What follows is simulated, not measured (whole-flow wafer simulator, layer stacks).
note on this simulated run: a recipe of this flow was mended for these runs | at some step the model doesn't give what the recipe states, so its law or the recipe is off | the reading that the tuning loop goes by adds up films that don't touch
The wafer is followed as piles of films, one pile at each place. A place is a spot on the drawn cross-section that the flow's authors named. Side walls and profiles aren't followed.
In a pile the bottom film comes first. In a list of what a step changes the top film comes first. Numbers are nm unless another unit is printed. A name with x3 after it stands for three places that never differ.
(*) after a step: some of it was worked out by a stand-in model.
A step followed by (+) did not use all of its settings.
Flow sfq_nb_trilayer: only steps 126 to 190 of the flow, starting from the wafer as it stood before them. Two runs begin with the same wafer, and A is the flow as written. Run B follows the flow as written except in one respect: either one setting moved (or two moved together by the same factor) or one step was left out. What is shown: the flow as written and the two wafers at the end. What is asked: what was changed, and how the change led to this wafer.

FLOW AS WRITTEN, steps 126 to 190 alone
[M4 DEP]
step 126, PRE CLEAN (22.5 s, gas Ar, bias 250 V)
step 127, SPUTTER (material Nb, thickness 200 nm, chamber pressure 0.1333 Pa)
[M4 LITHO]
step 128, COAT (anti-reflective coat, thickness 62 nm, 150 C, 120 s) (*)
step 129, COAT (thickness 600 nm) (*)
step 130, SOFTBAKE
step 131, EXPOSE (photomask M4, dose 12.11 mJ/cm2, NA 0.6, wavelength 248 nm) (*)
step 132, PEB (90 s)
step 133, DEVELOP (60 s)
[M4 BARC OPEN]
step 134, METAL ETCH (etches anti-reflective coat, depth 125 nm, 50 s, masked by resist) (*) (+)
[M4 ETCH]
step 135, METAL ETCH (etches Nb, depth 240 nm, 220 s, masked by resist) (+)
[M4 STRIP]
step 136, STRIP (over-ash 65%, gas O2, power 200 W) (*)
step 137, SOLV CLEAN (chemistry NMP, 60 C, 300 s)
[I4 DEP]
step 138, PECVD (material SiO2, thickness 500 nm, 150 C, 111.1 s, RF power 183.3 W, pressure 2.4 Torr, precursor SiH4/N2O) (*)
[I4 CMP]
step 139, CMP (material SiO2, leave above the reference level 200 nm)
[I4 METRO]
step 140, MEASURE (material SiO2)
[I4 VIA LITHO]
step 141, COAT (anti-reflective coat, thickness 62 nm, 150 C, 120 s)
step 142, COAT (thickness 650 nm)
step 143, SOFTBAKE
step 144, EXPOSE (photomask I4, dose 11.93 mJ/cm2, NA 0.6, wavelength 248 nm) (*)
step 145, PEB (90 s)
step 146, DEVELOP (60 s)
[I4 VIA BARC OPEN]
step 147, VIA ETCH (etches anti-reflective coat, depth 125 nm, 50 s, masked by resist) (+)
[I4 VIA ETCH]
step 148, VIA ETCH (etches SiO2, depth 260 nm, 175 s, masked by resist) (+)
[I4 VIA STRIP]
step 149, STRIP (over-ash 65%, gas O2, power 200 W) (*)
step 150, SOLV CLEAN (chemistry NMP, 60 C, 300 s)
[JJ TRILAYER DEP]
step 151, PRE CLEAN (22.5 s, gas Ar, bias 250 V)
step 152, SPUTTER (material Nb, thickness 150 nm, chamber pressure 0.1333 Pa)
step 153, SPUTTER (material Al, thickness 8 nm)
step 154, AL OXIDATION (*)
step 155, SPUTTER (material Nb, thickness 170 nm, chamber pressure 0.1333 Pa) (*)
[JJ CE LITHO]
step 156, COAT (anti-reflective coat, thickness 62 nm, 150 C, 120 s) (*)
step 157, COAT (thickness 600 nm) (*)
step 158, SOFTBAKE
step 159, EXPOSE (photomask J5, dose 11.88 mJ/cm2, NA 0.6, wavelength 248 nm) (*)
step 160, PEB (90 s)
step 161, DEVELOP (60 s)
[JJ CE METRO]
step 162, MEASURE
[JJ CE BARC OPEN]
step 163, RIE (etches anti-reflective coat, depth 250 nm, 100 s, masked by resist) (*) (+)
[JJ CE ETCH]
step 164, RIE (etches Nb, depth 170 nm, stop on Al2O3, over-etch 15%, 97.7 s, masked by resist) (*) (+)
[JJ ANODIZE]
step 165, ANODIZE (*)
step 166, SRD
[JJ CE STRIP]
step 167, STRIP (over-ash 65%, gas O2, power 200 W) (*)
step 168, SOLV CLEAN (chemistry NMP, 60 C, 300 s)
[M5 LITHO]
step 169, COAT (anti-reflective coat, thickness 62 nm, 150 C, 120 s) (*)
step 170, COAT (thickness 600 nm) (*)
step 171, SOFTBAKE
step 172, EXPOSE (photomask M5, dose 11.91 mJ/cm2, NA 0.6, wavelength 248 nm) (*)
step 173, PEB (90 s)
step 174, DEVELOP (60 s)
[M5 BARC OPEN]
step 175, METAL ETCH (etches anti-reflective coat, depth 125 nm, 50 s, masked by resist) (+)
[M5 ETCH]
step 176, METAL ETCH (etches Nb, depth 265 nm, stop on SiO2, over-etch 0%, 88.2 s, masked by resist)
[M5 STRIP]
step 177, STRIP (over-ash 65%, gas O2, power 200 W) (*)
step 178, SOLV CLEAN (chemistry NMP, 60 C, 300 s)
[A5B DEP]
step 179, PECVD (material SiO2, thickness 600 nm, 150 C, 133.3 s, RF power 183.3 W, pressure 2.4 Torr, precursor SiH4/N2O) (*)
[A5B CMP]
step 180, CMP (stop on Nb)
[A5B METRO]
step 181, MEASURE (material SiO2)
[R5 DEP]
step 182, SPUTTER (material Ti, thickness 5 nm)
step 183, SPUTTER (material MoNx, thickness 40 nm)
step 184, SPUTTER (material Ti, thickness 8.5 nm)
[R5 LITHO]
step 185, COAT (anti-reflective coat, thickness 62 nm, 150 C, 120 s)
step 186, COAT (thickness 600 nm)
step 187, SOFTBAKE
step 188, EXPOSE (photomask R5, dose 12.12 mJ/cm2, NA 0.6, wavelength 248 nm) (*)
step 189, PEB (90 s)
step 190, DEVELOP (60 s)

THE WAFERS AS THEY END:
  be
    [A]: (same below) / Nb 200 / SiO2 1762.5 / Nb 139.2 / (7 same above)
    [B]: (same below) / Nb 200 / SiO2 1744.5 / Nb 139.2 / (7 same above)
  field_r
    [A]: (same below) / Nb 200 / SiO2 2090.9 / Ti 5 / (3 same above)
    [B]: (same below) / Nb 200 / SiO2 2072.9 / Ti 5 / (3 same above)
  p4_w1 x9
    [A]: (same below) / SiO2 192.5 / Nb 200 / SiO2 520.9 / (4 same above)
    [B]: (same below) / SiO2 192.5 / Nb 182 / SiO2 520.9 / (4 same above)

What caused this: step 127, SPUTTER: thickness 182 nm was run, whereas the flow has thickness 200 nm.
One can read it off the wafer: p4_w1 x9 has Nb 182, and step 127 as written asks for 200 nm.

How this came from the change, step by step:
  step 127, SPUTTER (material Nb, thickness 200 nm, chamber pressure 0.1333 Pa)
      field_l, v_sur, via_wl and 102 more: A +200 Nb (new film) | B +182 Nb (new film)
      via_v: A +164.5 Nb | B +149.5 Nb
  step 135, METAL ETCH (etches Nb, depth 240 nm, 220 s, masked by resist) (+)
      field_l, be, be_sur and 64 more: A -200 Nb (all of it), -4 SiO2 | B -182 Nb (all of it), -5.8 SiO2
  step 138, PECVD (material SiO2, thickness 500 nm, 150 C, 111.1 s, RF power 183.3 W, pressure 2.4 Torr, precursor SiH4/N2O) (*)
      p3_s0 x6: A +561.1 SiO2 | B +544.9 SiO2
  step 139, CMP (material SiO2, leave above the reference level 200 nm)
      field_l, be, be_sur and 55 more: A -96 SiO2 | B -112.2 SiO2
      lsp_r, l0_sur, l0v: A -87.7 SiO2 | B -104.6 SiO2
